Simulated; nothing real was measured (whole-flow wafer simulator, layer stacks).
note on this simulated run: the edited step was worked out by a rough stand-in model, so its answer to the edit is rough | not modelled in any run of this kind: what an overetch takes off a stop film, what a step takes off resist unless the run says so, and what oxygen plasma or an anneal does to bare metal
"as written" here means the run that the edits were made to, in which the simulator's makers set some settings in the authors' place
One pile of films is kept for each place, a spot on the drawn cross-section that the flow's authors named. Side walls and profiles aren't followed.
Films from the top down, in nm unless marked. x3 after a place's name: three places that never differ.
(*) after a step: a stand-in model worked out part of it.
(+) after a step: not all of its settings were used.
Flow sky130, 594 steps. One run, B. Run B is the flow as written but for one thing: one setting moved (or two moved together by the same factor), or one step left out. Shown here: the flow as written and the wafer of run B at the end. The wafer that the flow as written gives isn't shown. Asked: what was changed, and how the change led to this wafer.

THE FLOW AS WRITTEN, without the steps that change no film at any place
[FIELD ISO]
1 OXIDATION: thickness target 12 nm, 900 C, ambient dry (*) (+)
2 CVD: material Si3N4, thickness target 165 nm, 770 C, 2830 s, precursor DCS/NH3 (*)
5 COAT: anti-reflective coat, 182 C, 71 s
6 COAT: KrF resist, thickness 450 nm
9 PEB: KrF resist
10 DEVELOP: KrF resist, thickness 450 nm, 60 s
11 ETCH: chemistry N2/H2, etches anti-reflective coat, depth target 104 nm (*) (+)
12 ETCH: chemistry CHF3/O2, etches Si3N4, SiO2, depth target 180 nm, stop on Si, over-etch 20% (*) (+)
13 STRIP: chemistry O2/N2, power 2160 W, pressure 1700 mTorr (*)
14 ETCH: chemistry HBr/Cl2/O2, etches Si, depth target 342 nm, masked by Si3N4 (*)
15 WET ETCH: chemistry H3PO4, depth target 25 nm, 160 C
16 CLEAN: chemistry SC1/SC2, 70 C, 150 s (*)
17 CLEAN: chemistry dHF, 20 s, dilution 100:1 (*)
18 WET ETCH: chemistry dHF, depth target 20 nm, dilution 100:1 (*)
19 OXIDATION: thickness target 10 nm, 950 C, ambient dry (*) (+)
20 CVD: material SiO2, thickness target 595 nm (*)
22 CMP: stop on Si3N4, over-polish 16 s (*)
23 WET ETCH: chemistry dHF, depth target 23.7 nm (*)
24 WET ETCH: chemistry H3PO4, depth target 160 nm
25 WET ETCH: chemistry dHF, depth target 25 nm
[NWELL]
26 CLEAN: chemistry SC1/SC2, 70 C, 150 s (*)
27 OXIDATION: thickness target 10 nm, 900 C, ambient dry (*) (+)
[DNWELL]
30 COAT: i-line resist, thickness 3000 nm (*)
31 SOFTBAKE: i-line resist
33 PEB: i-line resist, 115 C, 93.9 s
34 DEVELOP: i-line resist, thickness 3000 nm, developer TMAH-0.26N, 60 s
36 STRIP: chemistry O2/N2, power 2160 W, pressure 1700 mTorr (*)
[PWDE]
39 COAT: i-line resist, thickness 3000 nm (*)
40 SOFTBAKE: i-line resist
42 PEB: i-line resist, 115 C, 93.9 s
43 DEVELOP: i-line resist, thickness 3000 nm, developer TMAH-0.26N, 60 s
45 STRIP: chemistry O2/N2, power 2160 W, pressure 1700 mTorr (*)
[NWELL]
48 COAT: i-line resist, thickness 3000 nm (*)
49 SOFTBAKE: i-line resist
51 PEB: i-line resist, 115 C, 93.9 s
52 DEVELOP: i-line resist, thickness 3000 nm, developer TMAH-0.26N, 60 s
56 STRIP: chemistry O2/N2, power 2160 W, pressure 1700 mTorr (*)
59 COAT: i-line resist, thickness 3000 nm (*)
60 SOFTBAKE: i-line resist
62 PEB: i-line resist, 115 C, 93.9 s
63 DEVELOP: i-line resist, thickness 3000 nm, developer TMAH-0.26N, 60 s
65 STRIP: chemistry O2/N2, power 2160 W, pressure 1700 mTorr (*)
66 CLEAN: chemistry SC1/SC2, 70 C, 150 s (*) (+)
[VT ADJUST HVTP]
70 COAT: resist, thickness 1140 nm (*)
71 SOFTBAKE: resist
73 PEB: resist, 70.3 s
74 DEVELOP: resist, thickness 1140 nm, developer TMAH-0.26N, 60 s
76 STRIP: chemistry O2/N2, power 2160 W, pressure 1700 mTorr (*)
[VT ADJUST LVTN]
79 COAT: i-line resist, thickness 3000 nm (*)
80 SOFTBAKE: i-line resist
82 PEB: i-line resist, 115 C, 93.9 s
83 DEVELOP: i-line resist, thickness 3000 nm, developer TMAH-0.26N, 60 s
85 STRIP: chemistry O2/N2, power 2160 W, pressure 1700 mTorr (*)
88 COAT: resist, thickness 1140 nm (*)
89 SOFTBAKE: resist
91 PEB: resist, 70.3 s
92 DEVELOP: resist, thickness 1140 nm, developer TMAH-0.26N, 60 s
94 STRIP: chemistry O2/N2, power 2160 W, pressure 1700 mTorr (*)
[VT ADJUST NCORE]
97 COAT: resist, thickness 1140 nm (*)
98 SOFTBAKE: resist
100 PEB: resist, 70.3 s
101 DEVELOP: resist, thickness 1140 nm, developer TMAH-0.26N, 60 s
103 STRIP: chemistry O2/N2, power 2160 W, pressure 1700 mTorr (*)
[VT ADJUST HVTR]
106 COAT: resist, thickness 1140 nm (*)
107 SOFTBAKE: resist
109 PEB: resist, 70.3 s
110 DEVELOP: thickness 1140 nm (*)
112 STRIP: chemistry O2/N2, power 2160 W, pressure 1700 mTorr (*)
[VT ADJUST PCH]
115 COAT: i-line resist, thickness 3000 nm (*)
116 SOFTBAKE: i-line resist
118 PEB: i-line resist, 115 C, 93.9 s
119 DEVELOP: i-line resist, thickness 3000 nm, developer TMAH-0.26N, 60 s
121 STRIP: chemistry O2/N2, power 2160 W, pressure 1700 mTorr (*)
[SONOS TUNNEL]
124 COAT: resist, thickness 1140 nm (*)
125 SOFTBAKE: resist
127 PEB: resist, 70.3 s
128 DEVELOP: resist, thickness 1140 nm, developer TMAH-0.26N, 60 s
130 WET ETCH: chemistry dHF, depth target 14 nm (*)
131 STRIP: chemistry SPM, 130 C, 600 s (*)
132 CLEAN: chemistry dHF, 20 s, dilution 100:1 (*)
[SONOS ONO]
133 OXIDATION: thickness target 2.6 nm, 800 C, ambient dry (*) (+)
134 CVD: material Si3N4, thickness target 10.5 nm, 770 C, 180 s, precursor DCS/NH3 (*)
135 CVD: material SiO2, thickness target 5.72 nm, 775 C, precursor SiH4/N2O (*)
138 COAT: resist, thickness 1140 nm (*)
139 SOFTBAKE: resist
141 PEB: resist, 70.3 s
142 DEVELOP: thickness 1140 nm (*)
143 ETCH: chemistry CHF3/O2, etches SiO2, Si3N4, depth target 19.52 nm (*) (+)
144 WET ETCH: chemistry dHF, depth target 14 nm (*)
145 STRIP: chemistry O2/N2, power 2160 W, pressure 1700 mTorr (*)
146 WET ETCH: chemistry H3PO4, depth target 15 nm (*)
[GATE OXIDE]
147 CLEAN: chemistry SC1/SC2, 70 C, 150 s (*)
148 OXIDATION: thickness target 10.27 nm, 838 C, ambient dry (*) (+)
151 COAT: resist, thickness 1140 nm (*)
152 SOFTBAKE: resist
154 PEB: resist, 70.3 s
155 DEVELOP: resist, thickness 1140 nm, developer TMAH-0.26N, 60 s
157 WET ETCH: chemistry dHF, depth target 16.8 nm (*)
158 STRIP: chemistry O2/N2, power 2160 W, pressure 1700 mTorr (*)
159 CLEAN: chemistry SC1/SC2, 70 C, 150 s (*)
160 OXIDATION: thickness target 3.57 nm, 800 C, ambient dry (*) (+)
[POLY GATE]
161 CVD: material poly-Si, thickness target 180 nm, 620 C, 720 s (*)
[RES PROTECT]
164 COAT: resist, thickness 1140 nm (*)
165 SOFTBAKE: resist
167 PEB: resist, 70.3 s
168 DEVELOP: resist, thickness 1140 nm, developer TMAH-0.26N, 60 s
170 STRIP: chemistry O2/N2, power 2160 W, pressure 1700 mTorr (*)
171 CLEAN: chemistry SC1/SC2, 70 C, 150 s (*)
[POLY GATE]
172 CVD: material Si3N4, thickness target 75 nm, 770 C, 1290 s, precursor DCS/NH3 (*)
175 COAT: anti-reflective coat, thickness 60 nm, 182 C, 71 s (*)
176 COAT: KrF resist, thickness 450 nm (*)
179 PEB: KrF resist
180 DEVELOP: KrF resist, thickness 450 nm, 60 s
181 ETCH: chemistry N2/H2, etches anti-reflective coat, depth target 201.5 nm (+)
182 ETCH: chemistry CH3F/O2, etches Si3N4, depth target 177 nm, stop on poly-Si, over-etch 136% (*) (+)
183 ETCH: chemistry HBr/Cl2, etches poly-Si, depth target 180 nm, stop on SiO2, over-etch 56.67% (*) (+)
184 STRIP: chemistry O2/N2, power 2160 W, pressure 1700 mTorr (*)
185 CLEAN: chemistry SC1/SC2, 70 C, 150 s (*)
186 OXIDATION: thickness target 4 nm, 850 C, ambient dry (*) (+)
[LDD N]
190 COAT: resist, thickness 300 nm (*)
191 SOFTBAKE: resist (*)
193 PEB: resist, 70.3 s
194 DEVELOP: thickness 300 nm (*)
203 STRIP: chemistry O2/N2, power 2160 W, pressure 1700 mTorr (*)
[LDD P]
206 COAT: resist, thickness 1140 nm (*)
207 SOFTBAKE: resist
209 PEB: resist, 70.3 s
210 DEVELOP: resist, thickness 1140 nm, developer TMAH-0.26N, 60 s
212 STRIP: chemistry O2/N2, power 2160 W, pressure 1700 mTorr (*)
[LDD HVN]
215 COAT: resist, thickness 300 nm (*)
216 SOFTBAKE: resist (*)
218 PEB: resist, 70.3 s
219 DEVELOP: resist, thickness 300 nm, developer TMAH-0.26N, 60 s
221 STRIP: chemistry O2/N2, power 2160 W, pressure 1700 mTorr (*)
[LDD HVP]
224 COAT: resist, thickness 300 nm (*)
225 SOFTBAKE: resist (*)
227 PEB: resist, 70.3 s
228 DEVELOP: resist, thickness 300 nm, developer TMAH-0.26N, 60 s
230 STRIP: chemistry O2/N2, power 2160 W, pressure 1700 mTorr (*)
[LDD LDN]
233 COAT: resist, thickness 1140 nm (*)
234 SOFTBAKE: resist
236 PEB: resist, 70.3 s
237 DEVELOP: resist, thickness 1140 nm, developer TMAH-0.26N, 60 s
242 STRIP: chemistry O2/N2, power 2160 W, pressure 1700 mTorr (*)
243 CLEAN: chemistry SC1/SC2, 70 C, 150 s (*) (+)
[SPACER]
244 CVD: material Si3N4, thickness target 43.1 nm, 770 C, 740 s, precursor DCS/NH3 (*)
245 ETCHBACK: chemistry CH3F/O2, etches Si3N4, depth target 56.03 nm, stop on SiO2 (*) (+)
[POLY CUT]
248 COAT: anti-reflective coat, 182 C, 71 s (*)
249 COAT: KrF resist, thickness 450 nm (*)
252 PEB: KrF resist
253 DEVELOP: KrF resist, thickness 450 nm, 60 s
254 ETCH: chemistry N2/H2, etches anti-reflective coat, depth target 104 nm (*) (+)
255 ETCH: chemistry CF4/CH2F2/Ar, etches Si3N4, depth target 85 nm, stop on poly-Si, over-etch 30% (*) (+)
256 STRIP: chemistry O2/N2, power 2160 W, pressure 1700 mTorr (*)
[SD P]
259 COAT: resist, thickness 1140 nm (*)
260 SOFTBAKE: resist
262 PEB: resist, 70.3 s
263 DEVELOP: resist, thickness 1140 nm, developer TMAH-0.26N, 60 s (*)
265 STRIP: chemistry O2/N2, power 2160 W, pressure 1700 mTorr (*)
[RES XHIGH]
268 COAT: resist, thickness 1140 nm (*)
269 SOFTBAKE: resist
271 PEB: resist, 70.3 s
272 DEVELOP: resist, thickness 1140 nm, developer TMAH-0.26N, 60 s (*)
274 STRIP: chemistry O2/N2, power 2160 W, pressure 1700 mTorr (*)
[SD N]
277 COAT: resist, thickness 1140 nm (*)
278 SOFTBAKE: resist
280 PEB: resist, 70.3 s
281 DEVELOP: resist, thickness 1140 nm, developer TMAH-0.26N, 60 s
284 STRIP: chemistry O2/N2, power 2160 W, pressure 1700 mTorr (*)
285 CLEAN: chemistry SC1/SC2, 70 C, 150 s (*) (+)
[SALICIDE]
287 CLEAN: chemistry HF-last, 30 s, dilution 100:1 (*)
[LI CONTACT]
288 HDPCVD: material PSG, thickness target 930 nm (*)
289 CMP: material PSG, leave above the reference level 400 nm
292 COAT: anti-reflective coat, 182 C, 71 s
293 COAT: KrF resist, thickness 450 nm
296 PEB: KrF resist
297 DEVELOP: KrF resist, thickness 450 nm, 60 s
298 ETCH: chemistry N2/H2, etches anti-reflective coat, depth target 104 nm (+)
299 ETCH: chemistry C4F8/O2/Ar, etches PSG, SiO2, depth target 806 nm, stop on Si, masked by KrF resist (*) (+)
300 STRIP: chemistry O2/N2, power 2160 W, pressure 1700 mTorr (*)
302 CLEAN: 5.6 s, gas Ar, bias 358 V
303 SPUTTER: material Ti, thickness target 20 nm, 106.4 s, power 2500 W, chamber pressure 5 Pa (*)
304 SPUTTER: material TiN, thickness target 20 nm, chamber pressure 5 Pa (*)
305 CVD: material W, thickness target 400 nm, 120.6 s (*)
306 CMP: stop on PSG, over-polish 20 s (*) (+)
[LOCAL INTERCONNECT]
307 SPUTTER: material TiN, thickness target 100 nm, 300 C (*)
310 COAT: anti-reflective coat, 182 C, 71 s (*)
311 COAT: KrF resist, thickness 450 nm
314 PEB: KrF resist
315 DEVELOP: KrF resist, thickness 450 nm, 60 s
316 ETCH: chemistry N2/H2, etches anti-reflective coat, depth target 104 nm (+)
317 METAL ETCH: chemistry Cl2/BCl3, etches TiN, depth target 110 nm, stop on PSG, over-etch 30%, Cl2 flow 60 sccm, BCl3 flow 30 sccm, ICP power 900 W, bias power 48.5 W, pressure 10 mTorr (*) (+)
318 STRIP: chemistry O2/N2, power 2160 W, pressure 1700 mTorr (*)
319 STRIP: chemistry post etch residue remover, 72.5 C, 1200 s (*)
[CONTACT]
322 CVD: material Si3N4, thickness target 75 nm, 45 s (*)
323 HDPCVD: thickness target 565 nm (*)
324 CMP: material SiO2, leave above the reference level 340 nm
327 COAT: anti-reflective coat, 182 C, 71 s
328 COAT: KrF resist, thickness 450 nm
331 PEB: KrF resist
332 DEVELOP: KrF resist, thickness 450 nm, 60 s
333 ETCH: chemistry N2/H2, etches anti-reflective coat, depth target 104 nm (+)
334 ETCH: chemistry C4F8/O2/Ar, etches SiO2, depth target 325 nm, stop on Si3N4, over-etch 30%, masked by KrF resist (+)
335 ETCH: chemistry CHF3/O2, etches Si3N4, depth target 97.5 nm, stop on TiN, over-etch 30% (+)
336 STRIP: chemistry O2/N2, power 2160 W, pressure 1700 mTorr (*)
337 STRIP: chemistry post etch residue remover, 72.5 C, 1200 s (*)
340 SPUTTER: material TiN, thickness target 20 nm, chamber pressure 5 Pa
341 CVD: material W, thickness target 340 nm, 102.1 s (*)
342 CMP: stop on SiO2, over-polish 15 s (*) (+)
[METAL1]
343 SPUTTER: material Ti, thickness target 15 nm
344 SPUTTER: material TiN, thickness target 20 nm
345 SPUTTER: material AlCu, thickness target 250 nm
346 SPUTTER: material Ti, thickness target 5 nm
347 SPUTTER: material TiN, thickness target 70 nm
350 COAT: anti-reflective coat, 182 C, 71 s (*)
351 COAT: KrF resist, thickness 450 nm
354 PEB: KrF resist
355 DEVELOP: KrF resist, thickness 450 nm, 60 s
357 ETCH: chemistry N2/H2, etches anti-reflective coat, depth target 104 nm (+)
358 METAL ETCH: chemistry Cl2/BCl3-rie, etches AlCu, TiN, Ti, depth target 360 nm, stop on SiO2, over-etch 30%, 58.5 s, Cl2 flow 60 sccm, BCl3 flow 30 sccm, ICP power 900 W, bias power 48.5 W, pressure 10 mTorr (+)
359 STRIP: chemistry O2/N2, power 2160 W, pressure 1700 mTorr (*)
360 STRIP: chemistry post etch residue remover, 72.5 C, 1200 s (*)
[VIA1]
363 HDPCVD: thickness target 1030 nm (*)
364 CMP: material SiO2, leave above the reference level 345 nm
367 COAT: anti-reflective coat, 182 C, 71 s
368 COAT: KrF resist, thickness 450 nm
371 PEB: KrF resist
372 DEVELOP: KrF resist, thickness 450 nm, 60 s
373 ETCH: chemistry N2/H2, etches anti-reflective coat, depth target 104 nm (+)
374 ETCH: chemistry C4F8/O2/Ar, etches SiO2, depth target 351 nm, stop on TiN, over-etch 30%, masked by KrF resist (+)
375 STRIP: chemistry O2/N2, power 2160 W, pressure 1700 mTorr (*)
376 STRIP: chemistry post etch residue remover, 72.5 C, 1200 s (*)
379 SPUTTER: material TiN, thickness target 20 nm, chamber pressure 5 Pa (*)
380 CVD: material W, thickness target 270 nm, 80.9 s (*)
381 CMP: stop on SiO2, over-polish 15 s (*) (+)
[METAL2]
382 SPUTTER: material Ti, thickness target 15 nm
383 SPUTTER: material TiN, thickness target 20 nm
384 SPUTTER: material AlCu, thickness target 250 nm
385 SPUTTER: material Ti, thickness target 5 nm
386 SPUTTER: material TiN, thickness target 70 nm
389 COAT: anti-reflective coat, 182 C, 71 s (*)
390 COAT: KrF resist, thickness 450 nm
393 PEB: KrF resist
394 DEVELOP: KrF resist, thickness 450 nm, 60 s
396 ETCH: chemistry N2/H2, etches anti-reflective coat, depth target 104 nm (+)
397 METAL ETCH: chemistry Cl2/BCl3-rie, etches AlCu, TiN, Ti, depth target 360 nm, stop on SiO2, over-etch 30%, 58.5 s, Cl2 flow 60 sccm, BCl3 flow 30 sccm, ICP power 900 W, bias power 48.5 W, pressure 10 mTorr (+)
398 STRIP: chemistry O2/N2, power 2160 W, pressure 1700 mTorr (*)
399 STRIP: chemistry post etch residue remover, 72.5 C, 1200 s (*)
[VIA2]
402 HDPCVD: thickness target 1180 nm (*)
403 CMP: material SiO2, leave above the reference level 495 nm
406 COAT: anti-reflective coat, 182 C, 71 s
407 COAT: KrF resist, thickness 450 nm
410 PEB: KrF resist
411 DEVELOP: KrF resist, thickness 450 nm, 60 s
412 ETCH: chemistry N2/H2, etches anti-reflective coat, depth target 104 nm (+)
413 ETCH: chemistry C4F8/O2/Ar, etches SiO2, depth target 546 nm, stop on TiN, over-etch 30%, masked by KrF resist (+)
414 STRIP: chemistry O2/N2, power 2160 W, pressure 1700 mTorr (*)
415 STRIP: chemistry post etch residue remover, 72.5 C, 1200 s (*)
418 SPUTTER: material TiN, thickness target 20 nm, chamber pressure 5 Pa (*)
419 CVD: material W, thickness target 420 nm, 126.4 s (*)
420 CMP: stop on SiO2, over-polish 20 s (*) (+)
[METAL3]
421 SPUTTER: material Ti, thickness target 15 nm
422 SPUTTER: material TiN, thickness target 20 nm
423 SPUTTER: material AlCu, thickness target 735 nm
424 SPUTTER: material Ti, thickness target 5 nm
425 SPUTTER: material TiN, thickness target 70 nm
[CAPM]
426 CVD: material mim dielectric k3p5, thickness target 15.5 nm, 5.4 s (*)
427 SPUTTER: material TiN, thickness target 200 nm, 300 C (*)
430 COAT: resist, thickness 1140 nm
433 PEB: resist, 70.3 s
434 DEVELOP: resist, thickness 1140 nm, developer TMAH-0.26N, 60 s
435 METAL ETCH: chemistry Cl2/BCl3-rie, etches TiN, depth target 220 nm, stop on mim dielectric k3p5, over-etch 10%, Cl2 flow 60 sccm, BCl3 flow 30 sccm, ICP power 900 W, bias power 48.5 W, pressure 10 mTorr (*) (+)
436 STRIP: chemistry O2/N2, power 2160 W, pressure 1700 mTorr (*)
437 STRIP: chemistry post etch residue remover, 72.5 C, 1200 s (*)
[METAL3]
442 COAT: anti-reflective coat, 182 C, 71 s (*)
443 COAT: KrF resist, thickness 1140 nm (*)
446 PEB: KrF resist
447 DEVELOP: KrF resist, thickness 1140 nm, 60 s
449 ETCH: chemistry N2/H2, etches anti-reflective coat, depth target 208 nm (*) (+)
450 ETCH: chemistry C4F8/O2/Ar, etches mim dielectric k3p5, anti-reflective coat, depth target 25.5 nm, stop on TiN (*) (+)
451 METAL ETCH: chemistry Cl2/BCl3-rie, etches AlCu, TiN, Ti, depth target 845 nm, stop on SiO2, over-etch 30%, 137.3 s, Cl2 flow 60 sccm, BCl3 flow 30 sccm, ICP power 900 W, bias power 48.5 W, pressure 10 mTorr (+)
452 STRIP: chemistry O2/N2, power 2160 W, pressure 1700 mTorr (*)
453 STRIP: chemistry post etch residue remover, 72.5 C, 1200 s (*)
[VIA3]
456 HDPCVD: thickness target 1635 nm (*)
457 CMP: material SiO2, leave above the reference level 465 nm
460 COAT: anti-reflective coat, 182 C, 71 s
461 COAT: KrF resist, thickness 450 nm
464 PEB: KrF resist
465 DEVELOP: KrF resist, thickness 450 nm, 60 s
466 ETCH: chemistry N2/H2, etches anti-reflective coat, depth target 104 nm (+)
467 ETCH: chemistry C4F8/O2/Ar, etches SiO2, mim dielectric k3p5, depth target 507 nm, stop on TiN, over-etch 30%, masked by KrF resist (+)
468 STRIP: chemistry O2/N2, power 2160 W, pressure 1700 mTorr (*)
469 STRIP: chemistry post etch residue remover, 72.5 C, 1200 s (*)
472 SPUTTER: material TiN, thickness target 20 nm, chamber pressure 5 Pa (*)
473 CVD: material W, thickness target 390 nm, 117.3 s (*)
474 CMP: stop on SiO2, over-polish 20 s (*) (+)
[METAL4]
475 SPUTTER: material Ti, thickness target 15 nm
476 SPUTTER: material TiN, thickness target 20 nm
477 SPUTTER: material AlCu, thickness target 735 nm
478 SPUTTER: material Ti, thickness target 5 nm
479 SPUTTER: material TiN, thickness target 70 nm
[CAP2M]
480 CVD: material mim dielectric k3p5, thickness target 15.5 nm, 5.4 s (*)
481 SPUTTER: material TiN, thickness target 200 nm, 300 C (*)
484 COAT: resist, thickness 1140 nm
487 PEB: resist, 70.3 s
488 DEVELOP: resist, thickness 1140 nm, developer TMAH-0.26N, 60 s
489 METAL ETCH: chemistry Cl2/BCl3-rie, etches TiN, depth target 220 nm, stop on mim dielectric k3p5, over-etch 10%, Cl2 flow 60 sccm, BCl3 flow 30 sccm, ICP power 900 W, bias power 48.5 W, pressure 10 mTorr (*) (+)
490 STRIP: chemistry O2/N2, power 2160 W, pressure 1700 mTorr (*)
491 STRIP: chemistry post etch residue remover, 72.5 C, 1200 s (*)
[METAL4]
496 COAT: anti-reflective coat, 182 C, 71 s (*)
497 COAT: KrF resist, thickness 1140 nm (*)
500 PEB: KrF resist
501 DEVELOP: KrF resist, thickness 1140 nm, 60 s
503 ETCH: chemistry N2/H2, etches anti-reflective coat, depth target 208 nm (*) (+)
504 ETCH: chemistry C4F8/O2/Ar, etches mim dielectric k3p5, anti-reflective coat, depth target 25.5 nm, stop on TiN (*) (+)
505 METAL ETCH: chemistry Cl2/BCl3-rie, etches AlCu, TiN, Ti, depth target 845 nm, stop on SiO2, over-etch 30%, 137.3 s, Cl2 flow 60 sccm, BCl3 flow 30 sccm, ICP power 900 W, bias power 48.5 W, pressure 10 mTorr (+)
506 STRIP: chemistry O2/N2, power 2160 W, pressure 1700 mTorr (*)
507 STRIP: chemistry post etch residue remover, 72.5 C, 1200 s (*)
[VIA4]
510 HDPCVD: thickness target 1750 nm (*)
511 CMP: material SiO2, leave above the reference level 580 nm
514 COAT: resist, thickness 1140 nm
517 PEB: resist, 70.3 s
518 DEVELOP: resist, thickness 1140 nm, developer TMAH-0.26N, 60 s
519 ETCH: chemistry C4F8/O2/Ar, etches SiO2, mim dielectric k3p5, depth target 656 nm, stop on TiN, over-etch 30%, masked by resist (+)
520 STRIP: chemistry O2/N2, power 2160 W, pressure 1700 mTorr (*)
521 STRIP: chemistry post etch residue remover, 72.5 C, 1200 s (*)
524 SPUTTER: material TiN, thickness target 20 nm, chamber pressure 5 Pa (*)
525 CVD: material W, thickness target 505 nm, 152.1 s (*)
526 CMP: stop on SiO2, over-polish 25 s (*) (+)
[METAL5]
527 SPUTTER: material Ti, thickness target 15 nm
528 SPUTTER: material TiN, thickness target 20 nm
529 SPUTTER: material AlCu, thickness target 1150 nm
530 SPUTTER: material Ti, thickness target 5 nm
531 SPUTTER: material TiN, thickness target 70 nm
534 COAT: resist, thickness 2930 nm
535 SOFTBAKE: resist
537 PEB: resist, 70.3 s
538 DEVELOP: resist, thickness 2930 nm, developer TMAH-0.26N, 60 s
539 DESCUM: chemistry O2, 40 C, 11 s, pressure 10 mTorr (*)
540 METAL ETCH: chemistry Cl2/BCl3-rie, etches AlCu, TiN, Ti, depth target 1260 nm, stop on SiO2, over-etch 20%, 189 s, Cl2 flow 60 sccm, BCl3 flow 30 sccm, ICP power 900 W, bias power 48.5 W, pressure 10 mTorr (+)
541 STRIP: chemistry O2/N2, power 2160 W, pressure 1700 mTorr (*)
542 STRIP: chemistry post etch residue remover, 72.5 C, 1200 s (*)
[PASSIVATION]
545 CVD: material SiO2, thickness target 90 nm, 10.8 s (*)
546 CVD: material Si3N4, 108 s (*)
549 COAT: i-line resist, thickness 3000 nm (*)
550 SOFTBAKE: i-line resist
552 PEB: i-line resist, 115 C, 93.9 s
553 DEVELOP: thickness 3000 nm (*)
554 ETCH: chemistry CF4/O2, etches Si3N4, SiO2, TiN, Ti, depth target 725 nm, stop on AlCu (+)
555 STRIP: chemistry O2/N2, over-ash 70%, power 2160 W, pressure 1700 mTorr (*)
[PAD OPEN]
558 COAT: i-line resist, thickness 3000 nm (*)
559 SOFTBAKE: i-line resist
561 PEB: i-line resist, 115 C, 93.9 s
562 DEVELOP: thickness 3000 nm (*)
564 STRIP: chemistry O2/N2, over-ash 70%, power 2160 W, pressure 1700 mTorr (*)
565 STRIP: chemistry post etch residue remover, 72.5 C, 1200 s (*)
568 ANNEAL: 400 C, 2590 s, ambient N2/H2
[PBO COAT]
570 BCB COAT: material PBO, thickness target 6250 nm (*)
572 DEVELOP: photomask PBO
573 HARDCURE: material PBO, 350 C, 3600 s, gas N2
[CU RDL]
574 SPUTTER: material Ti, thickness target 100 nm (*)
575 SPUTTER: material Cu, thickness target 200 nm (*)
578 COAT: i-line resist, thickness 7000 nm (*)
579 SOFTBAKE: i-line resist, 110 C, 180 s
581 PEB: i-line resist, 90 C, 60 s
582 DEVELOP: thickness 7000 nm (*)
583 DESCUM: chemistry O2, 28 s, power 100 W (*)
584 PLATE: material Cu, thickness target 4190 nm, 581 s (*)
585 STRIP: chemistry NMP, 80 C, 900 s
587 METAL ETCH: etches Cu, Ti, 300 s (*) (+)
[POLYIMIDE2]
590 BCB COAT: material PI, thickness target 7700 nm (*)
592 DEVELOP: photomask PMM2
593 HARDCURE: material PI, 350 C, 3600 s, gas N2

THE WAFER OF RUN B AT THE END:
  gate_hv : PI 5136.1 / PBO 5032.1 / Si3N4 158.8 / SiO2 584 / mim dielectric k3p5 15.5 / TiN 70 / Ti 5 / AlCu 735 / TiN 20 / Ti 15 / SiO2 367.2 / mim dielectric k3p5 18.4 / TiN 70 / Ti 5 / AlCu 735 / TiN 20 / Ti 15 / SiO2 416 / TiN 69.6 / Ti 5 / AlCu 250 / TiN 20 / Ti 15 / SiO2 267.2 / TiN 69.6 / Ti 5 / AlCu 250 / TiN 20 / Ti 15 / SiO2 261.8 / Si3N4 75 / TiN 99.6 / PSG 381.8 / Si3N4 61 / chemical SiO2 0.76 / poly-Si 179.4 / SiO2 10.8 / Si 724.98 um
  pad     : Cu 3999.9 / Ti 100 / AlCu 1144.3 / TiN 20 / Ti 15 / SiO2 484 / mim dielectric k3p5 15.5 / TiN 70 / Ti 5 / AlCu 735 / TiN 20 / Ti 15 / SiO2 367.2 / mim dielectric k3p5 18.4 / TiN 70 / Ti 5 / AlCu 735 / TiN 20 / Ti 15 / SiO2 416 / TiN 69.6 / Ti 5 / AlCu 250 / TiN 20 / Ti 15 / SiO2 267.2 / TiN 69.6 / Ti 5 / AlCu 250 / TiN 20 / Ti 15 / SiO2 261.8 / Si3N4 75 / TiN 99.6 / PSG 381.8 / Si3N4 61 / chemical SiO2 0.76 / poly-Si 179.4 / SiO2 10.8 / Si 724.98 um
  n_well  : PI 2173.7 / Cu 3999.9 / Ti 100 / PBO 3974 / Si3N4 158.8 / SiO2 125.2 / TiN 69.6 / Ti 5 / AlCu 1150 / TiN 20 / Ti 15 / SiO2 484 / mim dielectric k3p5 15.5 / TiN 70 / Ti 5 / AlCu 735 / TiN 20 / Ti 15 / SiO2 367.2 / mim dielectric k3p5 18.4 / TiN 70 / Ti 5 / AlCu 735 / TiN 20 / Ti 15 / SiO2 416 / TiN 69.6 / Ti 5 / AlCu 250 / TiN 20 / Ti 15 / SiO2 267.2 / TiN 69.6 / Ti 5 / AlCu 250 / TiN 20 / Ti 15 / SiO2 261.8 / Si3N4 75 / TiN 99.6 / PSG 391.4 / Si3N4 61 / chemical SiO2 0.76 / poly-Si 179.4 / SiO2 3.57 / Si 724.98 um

The cause: step 426, CVD: thickness target 18.4 nm was run, where the flow has thickness target 15.5 nm; step 426, CVD: 6.43 s was run, where the flow has 5.4 s.
It can be read off the wafer: gate_hv has mim dielectric k3p5 18.4, and step 426 as written asks for 15.5 nm.

How the change led to this, step by step:
  426 CVD: material mim dielectric k3p5, thickness target 15.5 nm, 5.4 s (*)
      field, active, n_well and 188 more: mim dielectric k3p5 +18.4 (new film) (as written it would be: mim dielectric k3p5 +15.5 (new film))
  450 ETCH: chemistry C4F8/O2/Ar, etches mim dielectric k3p5, anti-reflective coat, depth target 25.5 nm, stop on TiN (*) (+)
      n_well, p_well, gate_hv and 104 more: KrF resist -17 (as written it would be: KrF resist -15.5)
      field, active, gate and 82 more: mim dielectric k3p5 -18.4 (all of it) (as written it would be: mim dielectric k3p5 -15.5 (all of it))
  467 ETCH: chemistry C4F8/O2/Ar, etches SiO2, mim dielectric k3p5, depth target 507 nm, stop on TiN, over-etch 30%, masked by KrF resist (+)
      m1: SiO2 -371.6 (all of it), mim dielectric k3p5 -18.4 (all of it) (as written it would be: SiO2 -374.5 (all of it), mim dielectric k3p5 -15.5 (all of it))
      via3_hole: SiO2 -371 (all of it), mim dielectric k3p5 -18.4 (all of it) (as written it would be: SiO2 -373.9 (all of it), mim dielectric k3p5 -15.5 (all of it))
